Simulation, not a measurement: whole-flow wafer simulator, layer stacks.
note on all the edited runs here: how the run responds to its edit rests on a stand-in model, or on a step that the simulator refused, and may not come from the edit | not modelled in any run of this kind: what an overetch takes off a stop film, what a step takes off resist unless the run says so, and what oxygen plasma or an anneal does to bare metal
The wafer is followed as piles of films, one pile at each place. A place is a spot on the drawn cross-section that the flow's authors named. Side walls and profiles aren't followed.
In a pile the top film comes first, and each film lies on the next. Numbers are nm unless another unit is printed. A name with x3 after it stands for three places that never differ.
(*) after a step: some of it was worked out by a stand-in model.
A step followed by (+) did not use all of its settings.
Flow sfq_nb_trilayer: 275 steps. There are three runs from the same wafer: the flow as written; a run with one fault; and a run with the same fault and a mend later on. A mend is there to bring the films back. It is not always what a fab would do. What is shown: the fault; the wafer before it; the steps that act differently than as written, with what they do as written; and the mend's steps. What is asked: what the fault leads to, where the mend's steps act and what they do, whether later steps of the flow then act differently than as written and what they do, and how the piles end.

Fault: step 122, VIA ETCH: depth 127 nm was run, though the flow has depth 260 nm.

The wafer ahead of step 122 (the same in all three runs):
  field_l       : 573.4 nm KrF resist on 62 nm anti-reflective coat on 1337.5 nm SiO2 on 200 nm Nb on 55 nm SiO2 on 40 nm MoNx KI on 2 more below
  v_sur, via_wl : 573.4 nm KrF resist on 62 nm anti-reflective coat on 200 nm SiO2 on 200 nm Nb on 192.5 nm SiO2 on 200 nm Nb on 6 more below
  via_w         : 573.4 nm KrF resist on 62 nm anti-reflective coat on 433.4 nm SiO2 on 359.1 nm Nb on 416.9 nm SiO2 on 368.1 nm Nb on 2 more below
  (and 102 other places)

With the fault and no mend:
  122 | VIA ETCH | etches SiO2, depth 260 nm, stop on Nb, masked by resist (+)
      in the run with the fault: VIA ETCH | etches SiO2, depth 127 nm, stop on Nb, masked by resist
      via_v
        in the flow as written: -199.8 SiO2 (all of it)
        in the run with the fault: -127 SiO2
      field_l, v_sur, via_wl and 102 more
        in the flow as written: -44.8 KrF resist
        in the run with the fault: -21.9 KrF resist
  Steps later in the flow that act otherwise than as written (not shown: 5 more steps that differ only slightly, by at most 2% or 0.5 nm, whichever is larger):
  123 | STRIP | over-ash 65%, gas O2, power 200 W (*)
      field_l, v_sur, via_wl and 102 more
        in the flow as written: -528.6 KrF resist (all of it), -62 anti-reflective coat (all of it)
        in the run with the fault: -551.5 KrF resist (all of it), -62 anti-reflective coat (all of it)
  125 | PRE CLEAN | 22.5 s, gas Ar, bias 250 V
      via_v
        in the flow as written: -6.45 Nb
        in the run with the fault: -7.5 SiO2
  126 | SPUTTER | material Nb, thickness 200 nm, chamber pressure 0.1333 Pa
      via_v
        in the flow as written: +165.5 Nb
        in the run with the fault: +181.4 Nb (new film)
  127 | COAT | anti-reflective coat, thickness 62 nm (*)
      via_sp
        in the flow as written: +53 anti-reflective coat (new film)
        in the run with the fault: +54.5 anti-reflective coat (new film)
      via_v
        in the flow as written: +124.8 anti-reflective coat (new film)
        in the run with the fault: +108.3 anti-reflective coat (new film)
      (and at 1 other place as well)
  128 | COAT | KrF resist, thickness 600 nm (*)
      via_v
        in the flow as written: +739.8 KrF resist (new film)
        in the run with the fault: +680.4 KrF resist (new film)
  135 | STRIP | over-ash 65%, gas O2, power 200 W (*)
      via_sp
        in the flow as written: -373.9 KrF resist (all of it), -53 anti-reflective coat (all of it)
        in the run with the fault: -378.8 KrF resist (all of it), -54.5 anti-reflective coat (all of it)
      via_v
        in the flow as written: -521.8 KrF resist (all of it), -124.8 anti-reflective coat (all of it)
        in the run with the fault: -462.5 KrF resist (all of it), -108.3 anti-reflective coat (all of it)
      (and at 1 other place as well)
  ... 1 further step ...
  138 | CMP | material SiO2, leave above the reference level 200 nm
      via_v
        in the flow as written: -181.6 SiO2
        in the run with the fault: -157.1 SiO2
  By the end, the piles at via_v depart from the flow's by more than 2% or 0.5 nm, whichever is larger.
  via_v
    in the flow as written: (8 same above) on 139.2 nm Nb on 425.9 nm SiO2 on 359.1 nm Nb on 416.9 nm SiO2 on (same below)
    in the run with the fault: (8 same above) on 139.2 nm Nb on 338.3 nm SiO2 on 181.4 nm Nb on 65.3 nm SiO2 on 200 nm Nb on 416.9 nm SiO2 on (same below)

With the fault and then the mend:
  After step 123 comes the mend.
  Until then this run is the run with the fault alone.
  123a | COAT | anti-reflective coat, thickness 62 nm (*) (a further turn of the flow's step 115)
      p4_fl x3, p4_w1 x9, p4_g1 x2 and 63 more
        +62 anti-reflective coat (new film)
      be_r, r_sur, res, r_end, moat, field_r, lsp_l, ln_m5
        +61.8 anti-reflective coat (new film)
      lsp_m, ln_m6, lsp_r, l0_sur, l0v
        +61.9 anti-reflective coat (new film)
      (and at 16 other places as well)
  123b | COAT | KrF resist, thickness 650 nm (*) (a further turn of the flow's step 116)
      p4_fl x3, p4_w1 x9, p4_g1 x2 and 63 more
        +650 KrF resist (new film)
      moat, field_r, lsp_l and 6 more
        +649.7 KrF resist (new film)
      v_sur, gap
        +648.5 KrF resist (new film)
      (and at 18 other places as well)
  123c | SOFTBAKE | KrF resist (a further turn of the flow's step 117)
      leaves every film unchanged at each place that is followed
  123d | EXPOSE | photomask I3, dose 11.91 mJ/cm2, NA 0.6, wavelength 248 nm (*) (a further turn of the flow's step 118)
      leaves every film unchanged at each place that is followed
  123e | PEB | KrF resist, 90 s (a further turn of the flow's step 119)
      wire, ce_l, c5j and 92 more
        -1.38 KrF resist
      field_l, v_sur, via_wl and 7 more
        -1.37 KrF resist
      via_v
        -1.56 KrF resist
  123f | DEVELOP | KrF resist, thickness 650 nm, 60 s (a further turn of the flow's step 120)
      field_l, v_sur, via_wl and 102 more
        -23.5 KrF resist
      via_v
        -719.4 KrF resist (all of it)
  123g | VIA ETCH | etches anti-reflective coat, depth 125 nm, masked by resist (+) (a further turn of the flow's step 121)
      field_l, v_sur, via_wl and 102 more
        -69.4 KrF resist
      via_v
        -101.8 anti-reflective coat (all of it), -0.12 SiO2
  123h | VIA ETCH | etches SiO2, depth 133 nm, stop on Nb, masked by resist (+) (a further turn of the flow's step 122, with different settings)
      field_l, v_sur, via_wl and 102 more
        -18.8 KrF resist
      via_v
        -72.7 SiO2 (all of it)
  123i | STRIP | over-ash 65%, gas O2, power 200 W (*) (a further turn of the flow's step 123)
      p4_fl x3, p4_w1 x9, p4_g1 x2 and 63 more
        -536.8 KrF resist (all of it), -62 anti-reflective coat (all of it)
      lsp_m, ln_m6, lsp_r, l0_sur, l0v
        -536.6 KrF resist (all of it), -61.9 anti-reflective coat (all of it)
      r_end, moat, field_r, lsp_l
        -536.5 KrF resist (all of it), -61.8 anti-reflective coat (all of it)
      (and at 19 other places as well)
  Every later step of the flow that is run acts as written at every place that is followed.
  By the end, the piles equal the flow's at every place that both follow.
